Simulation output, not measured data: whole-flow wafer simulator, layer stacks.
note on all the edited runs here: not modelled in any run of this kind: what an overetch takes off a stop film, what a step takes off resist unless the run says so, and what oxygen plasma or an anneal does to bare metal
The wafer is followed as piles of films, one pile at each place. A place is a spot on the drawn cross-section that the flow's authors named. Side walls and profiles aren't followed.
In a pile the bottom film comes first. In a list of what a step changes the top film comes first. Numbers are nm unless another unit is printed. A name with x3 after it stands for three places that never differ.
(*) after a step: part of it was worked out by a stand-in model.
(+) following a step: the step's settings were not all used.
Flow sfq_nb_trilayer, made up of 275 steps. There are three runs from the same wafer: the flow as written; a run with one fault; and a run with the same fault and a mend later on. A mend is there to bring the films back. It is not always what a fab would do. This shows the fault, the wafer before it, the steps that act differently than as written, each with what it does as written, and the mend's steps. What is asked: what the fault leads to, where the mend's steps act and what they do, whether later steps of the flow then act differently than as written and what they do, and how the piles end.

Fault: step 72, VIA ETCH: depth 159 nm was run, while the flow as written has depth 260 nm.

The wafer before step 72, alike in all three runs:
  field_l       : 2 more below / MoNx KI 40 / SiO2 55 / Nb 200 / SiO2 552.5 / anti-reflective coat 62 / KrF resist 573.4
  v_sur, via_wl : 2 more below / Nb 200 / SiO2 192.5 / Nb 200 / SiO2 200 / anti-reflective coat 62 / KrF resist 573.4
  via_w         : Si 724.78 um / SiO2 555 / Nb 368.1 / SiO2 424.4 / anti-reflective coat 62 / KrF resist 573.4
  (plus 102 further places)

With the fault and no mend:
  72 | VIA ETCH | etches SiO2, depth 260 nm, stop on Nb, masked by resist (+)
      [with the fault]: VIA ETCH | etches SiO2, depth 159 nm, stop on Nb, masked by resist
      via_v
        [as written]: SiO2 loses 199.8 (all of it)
        [with the fault]: SiO2 loses 159
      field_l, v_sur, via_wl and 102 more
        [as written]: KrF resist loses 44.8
        [with the fault]: KrF resist loses 27.4
  Steps further on in the flow that do not act as written (not shown: 3 more steps that differ only slightly, by at most 2% or 0.5 nm, whichever is larger):
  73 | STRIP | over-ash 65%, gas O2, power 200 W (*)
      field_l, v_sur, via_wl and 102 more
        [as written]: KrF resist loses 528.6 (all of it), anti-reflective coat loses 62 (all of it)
        [with the fault]: KrF resist loses 546 (all of it), anti-reflective coat loses 62 (all of it)
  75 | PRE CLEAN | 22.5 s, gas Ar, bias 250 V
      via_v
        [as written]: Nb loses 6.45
        [with the fault]: SiO2 loses 7.5
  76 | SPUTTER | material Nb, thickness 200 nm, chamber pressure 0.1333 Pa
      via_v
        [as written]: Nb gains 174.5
        [with the fault]: Nb gains 182.7 (new film)
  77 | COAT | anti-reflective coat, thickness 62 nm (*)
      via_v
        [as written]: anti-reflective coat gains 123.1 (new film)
        [with the fault]: anti-reflective coat gains 113.2 (new film)
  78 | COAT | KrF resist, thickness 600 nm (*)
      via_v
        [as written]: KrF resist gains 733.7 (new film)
        [with the fault]: KrF resist gains 701.9 (new film)
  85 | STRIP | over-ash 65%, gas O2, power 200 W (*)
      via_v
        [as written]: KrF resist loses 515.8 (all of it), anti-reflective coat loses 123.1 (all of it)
        [with the fault]: KrF resist loses 484 (all of it), anti-reflective coat loses 113.2 (all of it)
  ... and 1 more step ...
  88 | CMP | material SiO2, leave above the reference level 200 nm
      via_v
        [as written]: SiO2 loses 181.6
        [with the fault]: SiO2 loses 157.1
  The piles end different from the flow's at via_v by more than 2% or 0.5 nm, whichever is larger.
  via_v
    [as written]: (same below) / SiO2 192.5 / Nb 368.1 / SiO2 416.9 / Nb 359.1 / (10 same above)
    [with the fault]: (same below) / SiO2 192.5 / Nb 200 / SiO2 33.3 / Nb 182.7 / SiO2 369 / Nb 359.1 / (10 same above)

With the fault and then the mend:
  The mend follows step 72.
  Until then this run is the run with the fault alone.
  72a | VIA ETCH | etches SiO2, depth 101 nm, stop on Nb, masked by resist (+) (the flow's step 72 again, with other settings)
      field_l, v_sur, via_wl and 102 more
        KrF resist loses 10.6
      via_v
        SiO2 loses 40.8 (all of it)
  Every later step of the flow that is run acts as written, at every place that is followed, to within 2% or 0.5 nm, whichever is larger.
  At every place that both follow, the piles at the end match the flow's.
